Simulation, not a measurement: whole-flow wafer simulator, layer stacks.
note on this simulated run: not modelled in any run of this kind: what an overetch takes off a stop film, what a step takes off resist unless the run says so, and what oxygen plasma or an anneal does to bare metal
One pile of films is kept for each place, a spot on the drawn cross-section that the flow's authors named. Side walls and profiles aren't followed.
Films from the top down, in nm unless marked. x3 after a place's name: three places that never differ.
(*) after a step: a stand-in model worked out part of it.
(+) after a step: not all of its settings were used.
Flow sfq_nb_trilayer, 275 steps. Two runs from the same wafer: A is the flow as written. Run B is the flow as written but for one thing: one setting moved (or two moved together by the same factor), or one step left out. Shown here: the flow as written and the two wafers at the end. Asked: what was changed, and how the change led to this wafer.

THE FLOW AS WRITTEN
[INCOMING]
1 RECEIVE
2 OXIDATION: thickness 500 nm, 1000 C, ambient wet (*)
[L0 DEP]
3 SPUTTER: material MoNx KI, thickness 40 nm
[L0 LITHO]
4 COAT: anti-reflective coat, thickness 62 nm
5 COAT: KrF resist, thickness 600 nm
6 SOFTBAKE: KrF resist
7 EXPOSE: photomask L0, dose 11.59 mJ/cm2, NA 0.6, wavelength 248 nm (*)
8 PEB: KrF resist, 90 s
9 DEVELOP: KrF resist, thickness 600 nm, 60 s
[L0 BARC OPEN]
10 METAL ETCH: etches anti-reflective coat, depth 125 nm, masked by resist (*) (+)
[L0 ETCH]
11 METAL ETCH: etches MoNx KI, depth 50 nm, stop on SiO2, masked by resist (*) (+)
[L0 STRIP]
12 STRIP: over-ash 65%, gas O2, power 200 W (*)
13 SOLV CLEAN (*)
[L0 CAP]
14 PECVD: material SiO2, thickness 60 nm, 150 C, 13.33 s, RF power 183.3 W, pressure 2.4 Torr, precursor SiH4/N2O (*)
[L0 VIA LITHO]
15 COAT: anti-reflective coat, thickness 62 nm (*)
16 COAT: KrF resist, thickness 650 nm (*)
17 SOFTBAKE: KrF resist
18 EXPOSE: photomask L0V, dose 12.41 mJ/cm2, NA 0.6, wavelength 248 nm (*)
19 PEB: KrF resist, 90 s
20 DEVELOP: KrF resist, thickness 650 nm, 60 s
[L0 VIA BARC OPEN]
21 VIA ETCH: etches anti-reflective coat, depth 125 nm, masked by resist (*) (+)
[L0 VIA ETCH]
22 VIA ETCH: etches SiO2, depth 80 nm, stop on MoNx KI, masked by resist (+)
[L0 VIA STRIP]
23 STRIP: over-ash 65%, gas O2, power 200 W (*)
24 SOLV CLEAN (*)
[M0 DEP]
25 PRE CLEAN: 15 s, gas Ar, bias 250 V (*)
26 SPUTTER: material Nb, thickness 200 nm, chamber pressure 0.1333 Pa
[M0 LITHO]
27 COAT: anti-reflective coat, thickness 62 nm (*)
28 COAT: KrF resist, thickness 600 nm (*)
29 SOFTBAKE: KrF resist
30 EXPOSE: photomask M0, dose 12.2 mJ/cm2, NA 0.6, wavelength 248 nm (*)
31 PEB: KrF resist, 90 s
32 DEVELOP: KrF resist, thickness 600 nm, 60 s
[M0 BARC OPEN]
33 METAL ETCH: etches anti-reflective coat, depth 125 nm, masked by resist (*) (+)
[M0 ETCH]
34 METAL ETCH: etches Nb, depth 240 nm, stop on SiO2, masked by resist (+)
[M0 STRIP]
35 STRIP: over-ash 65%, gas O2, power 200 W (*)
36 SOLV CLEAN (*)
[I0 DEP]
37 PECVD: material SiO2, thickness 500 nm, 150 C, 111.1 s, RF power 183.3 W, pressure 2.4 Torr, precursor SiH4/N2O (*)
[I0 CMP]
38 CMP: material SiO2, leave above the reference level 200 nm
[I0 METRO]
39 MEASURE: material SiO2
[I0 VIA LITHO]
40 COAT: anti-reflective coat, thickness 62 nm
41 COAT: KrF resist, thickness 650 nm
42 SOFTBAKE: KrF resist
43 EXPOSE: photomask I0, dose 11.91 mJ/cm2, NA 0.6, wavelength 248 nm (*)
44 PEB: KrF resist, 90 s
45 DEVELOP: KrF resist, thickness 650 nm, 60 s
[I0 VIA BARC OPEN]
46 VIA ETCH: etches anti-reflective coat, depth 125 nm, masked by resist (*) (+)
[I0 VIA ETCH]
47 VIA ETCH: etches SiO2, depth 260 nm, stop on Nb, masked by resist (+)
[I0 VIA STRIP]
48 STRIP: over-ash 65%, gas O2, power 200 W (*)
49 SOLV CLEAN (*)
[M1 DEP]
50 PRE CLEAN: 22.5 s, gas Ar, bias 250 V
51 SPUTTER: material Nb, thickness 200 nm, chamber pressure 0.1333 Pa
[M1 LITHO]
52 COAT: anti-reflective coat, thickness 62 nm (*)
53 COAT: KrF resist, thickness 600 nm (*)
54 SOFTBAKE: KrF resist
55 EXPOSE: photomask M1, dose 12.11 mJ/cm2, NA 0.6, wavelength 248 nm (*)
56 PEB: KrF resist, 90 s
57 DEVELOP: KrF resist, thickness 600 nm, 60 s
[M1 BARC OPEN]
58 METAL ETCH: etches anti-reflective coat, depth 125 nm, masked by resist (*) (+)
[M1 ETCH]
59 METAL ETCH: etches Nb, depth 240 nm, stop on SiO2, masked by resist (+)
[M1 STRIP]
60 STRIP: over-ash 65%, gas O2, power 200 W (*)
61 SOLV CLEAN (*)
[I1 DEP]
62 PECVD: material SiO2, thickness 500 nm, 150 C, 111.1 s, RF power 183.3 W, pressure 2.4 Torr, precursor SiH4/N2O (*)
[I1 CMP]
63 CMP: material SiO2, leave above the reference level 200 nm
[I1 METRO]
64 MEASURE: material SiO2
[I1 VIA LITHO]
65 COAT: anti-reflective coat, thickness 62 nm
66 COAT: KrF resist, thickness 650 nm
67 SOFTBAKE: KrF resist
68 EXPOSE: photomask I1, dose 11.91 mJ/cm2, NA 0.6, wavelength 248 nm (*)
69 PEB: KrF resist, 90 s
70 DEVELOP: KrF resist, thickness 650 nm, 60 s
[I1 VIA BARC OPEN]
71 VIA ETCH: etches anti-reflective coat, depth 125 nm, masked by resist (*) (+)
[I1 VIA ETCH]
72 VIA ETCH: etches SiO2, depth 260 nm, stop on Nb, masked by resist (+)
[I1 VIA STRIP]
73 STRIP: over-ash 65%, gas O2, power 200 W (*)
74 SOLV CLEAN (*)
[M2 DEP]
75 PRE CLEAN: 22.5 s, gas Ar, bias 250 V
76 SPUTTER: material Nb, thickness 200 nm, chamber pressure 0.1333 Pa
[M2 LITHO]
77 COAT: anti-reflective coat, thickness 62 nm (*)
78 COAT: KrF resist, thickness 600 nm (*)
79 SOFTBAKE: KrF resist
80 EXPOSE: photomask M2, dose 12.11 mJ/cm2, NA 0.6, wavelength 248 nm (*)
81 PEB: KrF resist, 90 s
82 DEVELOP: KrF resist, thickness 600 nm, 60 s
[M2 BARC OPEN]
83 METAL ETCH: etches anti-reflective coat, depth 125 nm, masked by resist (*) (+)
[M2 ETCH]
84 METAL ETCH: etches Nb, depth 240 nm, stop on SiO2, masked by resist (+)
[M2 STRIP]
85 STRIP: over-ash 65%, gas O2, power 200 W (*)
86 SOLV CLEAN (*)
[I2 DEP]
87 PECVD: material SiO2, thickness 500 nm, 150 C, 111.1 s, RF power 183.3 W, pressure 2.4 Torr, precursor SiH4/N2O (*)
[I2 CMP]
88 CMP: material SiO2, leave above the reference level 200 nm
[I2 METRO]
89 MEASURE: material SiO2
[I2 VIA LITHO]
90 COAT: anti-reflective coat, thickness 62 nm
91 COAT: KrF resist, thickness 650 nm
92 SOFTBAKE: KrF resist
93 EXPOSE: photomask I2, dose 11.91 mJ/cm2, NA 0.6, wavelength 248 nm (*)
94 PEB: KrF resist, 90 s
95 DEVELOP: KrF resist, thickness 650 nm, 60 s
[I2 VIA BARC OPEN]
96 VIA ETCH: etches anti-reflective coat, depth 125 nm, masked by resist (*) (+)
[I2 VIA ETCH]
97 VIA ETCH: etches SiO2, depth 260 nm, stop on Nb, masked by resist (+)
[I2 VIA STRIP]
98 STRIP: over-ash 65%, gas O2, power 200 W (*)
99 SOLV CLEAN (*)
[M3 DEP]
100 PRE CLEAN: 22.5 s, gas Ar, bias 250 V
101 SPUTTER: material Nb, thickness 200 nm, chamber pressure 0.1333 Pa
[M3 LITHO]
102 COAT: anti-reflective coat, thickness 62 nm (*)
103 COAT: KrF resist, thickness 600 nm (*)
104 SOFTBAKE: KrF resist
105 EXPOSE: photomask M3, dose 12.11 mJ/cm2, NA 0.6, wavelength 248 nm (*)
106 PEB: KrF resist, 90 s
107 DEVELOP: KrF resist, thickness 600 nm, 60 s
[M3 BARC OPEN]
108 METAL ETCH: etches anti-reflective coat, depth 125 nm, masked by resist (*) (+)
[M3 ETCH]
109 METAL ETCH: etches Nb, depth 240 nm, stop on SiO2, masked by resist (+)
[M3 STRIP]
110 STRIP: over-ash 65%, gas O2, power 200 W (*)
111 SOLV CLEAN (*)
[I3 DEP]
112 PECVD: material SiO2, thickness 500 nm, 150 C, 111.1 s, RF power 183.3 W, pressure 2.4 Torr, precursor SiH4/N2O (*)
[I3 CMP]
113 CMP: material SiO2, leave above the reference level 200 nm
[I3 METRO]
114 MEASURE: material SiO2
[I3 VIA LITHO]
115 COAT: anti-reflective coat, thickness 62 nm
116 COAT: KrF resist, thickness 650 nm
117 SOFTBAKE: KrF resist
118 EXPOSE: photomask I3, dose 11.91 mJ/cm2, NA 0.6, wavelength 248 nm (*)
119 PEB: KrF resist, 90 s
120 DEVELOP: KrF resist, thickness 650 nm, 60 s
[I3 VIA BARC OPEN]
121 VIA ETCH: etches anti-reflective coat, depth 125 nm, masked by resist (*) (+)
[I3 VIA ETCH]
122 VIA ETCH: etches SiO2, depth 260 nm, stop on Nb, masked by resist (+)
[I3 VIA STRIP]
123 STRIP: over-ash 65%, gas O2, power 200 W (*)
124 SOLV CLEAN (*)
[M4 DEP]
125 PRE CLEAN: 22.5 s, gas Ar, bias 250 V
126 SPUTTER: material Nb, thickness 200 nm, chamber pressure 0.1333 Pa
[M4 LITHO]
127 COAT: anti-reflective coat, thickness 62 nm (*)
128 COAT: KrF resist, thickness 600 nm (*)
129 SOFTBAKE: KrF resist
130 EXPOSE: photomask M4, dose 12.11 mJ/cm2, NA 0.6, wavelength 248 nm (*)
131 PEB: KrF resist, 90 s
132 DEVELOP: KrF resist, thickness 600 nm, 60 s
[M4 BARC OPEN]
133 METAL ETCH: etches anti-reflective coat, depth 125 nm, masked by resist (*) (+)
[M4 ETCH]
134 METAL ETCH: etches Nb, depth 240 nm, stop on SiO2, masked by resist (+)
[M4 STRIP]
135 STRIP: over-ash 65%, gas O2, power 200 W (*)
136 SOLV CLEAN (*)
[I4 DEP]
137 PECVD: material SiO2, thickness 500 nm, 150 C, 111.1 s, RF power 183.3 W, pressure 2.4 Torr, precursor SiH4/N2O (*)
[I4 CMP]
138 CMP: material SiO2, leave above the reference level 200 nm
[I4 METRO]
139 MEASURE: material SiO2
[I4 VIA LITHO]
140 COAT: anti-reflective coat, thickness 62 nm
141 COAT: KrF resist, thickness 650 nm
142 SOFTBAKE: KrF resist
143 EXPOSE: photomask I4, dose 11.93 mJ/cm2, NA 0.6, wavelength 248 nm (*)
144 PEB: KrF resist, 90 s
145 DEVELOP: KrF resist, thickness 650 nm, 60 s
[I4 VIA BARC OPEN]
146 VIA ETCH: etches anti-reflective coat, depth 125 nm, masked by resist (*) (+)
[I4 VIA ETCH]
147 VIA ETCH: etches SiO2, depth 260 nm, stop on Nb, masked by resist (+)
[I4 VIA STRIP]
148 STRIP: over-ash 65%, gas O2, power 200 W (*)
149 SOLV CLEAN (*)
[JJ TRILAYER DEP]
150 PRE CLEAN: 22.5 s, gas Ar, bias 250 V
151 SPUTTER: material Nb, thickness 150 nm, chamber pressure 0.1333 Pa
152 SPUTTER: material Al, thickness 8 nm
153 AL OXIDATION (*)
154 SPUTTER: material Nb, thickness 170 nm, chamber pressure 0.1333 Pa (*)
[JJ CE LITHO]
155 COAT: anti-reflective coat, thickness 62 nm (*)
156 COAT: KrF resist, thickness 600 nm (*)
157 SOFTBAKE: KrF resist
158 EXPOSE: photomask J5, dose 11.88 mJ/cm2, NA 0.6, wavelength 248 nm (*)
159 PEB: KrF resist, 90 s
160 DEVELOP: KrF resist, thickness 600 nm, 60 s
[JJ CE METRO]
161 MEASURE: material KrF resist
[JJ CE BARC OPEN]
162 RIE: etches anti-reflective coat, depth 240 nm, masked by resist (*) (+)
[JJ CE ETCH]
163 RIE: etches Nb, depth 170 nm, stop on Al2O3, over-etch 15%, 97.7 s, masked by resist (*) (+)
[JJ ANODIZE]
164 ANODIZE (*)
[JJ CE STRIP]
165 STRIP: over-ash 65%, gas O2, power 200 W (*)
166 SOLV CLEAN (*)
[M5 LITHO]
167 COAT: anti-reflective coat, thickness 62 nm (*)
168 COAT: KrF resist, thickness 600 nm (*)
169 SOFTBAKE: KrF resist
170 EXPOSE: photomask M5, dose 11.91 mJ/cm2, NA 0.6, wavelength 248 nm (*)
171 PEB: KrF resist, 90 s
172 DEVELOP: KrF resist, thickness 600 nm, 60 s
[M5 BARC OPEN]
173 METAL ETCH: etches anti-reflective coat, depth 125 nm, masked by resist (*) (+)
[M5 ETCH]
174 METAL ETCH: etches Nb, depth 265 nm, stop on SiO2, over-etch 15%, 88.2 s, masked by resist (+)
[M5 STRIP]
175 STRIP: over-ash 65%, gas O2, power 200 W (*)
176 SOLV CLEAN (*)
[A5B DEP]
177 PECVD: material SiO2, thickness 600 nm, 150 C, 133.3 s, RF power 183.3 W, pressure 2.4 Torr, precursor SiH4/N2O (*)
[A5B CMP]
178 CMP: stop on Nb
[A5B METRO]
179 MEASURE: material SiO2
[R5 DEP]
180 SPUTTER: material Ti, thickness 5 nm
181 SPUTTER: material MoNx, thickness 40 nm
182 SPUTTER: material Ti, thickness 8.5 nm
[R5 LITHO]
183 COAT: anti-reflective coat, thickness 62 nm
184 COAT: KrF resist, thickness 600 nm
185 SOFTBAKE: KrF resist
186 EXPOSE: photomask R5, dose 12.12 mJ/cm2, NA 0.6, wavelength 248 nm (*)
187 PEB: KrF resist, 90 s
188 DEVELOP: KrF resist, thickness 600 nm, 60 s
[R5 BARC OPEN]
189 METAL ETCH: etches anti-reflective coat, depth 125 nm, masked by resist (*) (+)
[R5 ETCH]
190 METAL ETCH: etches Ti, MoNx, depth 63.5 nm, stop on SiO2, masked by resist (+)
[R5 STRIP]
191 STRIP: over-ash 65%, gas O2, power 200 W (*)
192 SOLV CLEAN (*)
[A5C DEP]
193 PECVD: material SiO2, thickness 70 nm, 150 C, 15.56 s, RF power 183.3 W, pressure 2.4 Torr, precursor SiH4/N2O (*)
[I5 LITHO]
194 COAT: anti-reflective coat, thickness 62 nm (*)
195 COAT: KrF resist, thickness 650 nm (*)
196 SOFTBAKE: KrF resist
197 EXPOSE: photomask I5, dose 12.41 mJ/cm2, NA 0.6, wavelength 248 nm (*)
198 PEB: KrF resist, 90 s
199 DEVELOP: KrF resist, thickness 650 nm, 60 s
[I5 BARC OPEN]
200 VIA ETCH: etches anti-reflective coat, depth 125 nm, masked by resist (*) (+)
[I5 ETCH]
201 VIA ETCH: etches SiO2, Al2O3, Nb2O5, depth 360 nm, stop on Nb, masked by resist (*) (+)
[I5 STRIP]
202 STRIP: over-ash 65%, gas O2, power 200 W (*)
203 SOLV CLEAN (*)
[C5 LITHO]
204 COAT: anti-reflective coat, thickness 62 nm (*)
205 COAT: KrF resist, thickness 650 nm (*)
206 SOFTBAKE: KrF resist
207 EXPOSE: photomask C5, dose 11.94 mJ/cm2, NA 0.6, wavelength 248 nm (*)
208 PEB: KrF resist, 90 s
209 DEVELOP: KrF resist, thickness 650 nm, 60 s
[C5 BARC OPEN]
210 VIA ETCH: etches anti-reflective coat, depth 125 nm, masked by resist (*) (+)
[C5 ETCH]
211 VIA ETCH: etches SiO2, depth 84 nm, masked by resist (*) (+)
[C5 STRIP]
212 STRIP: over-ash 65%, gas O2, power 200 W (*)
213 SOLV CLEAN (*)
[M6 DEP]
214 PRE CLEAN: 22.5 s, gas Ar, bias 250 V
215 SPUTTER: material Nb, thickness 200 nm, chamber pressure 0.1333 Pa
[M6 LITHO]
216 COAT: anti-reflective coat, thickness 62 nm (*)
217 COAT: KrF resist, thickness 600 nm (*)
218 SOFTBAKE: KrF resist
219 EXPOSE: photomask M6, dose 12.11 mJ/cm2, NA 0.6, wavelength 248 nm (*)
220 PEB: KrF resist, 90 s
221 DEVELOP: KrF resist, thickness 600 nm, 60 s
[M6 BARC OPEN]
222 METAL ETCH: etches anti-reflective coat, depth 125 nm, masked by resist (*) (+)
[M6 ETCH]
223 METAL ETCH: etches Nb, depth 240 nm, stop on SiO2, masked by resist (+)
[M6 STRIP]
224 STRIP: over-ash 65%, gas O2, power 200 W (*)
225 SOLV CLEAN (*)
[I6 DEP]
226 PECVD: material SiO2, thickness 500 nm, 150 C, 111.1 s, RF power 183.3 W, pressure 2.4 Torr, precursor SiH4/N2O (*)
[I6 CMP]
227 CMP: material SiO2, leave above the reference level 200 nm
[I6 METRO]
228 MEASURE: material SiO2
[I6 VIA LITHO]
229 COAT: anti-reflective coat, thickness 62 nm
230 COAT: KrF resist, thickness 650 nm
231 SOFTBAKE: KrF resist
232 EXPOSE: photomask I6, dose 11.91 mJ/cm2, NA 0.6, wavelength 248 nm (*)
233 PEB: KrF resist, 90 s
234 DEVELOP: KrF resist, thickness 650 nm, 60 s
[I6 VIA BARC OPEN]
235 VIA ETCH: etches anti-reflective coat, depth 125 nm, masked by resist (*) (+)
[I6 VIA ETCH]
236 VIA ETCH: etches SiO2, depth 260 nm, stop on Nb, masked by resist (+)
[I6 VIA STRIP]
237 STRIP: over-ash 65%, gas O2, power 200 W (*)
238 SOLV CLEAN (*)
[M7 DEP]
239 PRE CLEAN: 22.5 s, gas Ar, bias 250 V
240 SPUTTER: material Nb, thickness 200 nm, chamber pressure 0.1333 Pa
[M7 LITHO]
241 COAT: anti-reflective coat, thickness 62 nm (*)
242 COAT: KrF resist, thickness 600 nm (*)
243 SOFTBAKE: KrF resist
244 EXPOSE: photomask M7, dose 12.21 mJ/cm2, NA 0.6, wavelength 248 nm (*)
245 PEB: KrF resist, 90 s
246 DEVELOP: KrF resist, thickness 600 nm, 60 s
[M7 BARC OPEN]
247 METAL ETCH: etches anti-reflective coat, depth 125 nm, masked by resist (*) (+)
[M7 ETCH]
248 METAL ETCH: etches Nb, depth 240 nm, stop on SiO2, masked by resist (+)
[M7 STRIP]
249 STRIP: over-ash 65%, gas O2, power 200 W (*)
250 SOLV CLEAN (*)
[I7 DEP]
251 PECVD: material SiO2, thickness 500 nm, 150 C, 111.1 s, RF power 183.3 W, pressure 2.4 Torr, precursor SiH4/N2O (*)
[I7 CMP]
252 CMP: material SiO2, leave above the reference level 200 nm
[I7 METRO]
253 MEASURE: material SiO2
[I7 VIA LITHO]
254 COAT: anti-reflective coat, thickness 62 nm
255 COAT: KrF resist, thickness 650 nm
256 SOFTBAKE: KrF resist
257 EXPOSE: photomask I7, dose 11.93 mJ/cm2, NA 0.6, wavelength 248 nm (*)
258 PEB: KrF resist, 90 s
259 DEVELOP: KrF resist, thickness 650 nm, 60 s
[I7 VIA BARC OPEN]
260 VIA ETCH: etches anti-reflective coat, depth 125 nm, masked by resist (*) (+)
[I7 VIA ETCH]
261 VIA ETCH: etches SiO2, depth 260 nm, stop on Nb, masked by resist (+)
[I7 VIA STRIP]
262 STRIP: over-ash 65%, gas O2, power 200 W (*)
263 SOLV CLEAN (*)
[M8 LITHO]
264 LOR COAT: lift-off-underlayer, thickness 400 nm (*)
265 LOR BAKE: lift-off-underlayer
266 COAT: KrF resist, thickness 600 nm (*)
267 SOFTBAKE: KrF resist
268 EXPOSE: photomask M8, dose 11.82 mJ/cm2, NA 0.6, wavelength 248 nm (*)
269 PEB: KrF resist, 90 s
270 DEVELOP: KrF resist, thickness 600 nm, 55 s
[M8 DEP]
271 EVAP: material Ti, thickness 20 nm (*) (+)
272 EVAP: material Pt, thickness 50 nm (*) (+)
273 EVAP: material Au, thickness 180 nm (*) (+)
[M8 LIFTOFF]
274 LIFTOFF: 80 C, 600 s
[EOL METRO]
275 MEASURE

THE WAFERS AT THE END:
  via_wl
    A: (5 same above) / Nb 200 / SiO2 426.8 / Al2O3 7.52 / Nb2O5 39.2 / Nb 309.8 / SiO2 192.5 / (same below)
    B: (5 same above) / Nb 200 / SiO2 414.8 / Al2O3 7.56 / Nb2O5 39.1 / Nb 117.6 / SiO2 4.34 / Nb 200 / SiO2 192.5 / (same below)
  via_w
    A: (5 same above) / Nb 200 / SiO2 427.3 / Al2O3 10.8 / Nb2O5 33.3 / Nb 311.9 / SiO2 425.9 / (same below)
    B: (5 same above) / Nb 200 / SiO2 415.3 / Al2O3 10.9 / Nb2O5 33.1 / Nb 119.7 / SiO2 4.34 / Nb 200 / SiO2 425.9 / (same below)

The cause: step 147, VIA ETCH: depth 188 nm was run, where the flow has depth 260 nm.

How the change led to this, step by step:
  147 VIA ETCH: etches SiO2, depth 260 nm, stop on Nb, masked by resist (+)
      via_wl, via_w, via_wr: A SiO2 -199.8 (all of it) | B SiO2 -188
      field_l, v_sur, via_sp and 100 more: A KrF resist -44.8 | B KrF resist -32.4
  148 STRIP: over-ash 65%, gas O2, power 200 W (*)
      field_l, v_sur, via_sp and 100 more: A KrF resist -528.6 (all of it), anti-reflective coat -62 (all of it) | B KrF resist -541 (all of it), anti-reflective coat -62 (all of it)
  150 PRE CLEAN: 22.5 s, gas Ar, bias 250 V
      via_wl, via_w, via_wr: A Nb -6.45 | B SiO2 -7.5
  151 SPUTTER: material Nb, thickness 150 nm, chamber pressure 0.1333 Pa
      via_wl, via_w, via_wr: A Nb +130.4 | B Nb +131.6 (new film)
  155 COAT: anti-reflective coat, thickness 62 nm (*)
      via_wl, via_wr: A anti-reflective coat +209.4 (new film) | B anti-reflective coat +198.8 (new film)
  162 RIE: etches anti-reflective coat, depth 240 nm, masked by resist (*) (+)
      ce_l, c5j, ce_r, wl_jj: A KrF resist -209.4 | B KrF resist -198.8
      via_wl, via_wr: A anti-reflective coat -209.4 (all of it) | B anti-reflective coat -198.8 (all of it)
  165 STRIP: over-ash 65%, gas O2, power 200 W (*)
      c5j, ce_r: A KrF resist -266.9 (all of it), anti-reflective coat -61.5 (all of it) | B KrF resist -277.5 (all of it), anti-reflective coat -61.5 (all of it)
      ce_l: A KrF resist -266.8 (all of it), anti-reflective coat -61.4 (all of it) | B KrF resist -277.4 (all of it), anti-reflective coat -61.5 (all of it)
      (and at 1 more place)
  167 COAT: anti-reflective coat, thickness 62 nm (*)
      via_wl: A anti-reflective coat +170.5 (new film) | B anti-reflective coat +162.2 (new film)
      via_wr: A anti-reflective coat +170.6 (new film) | B anti-reflective coat +162.2 (new film)
      (and at 1 more place)
  175 STRIP: over-ash 65%, gas O2, power 200 W (*)
      via_wl: A KrF resist -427 (all of it), anti-reflective coat -170.5 (all of it) | B KrF resist -426.1 (all of it), anti-reflective coat -162.2 (all of it)
      via_wr: A KrF resist -427.6 (all of it), anti-reflective coat -170.6 (all of it) | B KrF resist -426.7 (all of it), anti-reflective coat -162.2 (all of it)
      (and at 1 more place)
  178 CMP: stop on Nb
      via_wl, via_wr: A SiO2 -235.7 | B SiO2 -247.7
      via_w: A SiO2 -235.2 | B SiO2 -247.2
Counting metal films that touch as one body, via_wl has 8 bodies (between them, from the top down: SiO2 192.5; SiO2 414.8 / Al2O3 7.56 / Nb2O5 39.1; SiO2 4.34; SiO2 192.5; SiO2 192.5; SiO2 192.5; SiO2 192.5); the flow as written gives 7 bodies (between them, from the top down: SiO2 192.5; SiO2 426.8 / Al2O3 7.52 / Nb2O5 39.2; SiO2 192.5; SiO2 192.5; SiO2 192.5; SiO2 192.5).
Counting metal films that touch as one body, via_w has 6 bodies (between them, from the top down: SiO2 192.5; SiO2 415.3 / Al2O3 10.9 / Nb2O5 33.1; SiO2 4.34; SiO2 425.9; SiO2 416.9); the flow as written gives 5 bodies (between them, from the top down: SiO2 192.5; SiO2 427.3 / Al2O3 10.8 / Nb2O5 33.3; SiO2 425.9; SiO2 416.9).
